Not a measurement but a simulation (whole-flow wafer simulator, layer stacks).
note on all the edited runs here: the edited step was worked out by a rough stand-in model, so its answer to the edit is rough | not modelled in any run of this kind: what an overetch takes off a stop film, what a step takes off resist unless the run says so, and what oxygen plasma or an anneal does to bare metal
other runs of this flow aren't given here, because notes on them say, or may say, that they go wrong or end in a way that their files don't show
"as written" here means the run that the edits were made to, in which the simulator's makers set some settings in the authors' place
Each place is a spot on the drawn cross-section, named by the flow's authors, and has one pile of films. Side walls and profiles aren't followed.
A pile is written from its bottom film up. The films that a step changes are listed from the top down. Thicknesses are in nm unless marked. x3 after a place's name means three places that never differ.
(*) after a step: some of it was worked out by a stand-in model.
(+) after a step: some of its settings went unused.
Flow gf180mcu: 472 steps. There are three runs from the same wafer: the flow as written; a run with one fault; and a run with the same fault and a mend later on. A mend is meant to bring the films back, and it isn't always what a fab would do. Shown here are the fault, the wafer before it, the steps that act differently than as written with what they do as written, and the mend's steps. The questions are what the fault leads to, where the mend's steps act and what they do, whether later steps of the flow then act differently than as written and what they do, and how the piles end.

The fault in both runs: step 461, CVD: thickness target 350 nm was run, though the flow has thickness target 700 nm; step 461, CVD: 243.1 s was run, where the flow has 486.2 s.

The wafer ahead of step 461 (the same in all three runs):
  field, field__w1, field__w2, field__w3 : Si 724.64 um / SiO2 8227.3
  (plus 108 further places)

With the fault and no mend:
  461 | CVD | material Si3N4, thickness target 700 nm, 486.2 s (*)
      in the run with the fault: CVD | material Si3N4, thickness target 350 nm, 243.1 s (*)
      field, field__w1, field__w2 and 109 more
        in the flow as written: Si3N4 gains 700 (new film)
        in the run with the fault: Si3N4 gains 350.1 (new film)
  Steps later in the flow that act otherwise than as written (not shown: 4 more steps that differ only slightly, by at most 2% or 0.5 nm, whichever is larger):
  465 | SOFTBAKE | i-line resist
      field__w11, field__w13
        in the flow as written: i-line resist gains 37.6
        in the run with the fault: i-line resist gains 35.8
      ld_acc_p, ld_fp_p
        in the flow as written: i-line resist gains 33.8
        in the run with the fault: i-line resist gains 31.9
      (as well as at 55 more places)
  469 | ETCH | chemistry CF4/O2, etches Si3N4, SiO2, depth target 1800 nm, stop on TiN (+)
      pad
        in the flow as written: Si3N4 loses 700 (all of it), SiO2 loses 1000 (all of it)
        in the run with the fault: Si3N4 loses 350.1 (all of it), SiO2 loses 1000 (all of it)
  At field, field__w1, field__w2 and 108 more, the piles at the end differ from the flow's by more than 2% or 0.5 nm, whichever is larger.
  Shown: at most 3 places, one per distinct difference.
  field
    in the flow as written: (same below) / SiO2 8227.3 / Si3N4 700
    in the run with the fault: (same below) / SiO2 8227.3 / Si3N4 350.1
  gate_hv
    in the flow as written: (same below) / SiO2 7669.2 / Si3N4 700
    in the run with the fault: (same below) / SiO2 7669.2 / Si3N4 350.1
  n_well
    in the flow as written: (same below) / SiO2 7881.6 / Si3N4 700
    in the run with the fault: (same below) / SiO2 7881.6 / Si3N4 350.1

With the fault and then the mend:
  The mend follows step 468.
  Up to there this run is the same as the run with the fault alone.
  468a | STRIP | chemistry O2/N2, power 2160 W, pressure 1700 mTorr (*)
      iso_ptap_pw, iso_ntap_nw, iso_nw_fld and 33 more
        i-line resist loses 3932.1 (all of it)
      p_well, sti, spacer, sd_n, mim_1p0, dice_street
        i-line resist loses 3938 (all of it)
      n_well, sd_p, nw_enc_fld_lv__w3
        i-line resist loses 3974.7 (all of it)
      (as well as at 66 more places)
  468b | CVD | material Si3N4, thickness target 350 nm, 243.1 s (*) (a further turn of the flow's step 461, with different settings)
      field, field__w1, field__w2 and 109 more
        Si3N4 gains 350.1
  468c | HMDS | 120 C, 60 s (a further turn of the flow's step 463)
      alters no film at any place that is followed
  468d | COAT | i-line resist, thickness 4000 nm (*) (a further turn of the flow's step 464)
      iso_ptap_pw, iso_ntap_nw, iso_nw_fld and 33 more
        i-line resist gains 4000 (new film)
      field__w9, field__w13, sd_p_hv, gate_p_hv, nplus_u, npoly_u
        i-line resist gains 4017 (new film)
      p_well, sti, spacer, sd_n, mim_1p0, dice_street
        i-line resist gains 4006.3 (new film)
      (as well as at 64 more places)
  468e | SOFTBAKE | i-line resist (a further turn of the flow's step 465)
      ld_acc_p, ld_fp_p, ld_drift_p
        i-line resist gains 33.8
      field__w2, field_sub__w4
        i-line resist gains 33.4
      field__w11, field__w13
        i-line resist gains 37.6
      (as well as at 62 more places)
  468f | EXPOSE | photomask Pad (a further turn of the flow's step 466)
      alters no film at any place that is followed
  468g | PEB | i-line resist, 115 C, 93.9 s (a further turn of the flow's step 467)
      iso_ptap_pw, iso_ntap_nw, iso_nw_fld and 33 more
        i-line resist loses 67.9
      field, field__w2, field__w3 and 25 more
        i-line resist loses 68.8
      field_sub, field_sub__w1, field_sub__w2 and 23 more
        i-line resist loses 68.7
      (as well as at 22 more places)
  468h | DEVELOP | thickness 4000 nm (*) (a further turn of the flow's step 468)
      field__w5, field__w7, field__w13 and 13 more
        i-line resist loses 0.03
      pad
        i-line resist loses 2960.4 (all of it)
  Later steps of the flow that are run all act as written at every place that is followed, up to a difference of at most 2% or 0.5 nm, whichever is larger.
  The piles end only slightly different from the flow's at the places that both follow, by no more than 2% or 0.5 nm, whichever is larger.
